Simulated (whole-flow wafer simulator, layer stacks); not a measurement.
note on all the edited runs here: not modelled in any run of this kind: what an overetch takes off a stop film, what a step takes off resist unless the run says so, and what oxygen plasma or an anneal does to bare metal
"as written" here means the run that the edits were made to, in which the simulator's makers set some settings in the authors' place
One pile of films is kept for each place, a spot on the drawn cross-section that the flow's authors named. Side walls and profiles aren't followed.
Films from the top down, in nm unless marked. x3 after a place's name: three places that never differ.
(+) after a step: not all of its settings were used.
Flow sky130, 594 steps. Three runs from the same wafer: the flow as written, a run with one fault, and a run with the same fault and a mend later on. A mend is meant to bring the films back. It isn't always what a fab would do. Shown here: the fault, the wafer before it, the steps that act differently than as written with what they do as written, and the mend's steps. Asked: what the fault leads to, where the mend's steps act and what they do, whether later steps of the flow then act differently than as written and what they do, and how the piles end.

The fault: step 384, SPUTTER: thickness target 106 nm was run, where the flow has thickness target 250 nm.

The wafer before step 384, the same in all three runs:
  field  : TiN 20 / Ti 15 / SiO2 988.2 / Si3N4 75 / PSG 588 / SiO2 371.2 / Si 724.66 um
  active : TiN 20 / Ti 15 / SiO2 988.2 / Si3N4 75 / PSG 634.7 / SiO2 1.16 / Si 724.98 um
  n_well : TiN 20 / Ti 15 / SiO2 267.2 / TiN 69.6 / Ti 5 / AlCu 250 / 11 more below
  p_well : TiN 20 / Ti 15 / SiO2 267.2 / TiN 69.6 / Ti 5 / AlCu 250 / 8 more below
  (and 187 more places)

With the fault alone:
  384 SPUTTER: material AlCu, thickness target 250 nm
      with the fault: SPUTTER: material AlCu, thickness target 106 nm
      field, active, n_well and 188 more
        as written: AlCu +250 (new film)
        with the fault: AlCu +106 (new film)
  Later steps of the flow that act differently than as written (8 more steps differ only slightly, by at most 2% or 0.5 nm, whichever is larger, and aren't shown):
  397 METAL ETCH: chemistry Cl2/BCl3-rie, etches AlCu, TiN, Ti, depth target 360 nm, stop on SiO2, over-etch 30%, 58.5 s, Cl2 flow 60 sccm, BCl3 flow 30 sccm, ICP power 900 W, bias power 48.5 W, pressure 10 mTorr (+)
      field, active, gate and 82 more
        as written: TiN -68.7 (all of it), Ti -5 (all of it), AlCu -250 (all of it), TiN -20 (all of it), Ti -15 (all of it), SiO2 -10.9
        with the fault: TiN -68.7 (all of it), Ti -5 (all of it), AlCu -106 (all of it), TiN -20 (all of it), Ti -15 (all of it), SiO2 -25.3
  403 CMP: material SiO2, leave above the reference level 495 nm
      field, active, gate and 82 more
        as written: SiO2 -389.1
        with the fault: SiO2 -518.7
  At the end the piles differ from the flow's by more than 2% or 0.5 nm, whichever is larger, at field, active, n_well and 190 more.
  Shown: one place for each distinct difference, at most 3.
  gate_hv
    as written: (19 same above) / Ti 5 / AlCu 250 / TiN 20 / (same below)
    with the fault: (19 same above) / Ti 5 / AlCu 106 / TiN 20 / (same below)
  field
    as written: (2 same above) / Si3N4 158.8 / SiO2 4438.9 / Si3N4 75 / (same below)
    with the fault: (2 same above) / Si3N4 158.8 / SiO2 4294.9 / Si3N4 75 / (same below)
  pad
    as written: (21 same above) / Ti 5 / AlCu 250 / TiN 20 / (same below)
    with the fault: (21 same above) / Ti 5 / AlCu 106 / TiN 20 / (same below)

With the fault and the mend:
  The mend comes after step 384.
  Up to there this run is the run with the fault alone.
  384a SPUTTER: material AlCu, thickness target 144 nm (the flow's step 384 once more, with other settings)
      field, active, n_well and 188 more
        AlCu +144
  No later step of the flow acts differently than as written at any place that is followed.
  At the end the piles are the same as the flow's at every place that both follow.
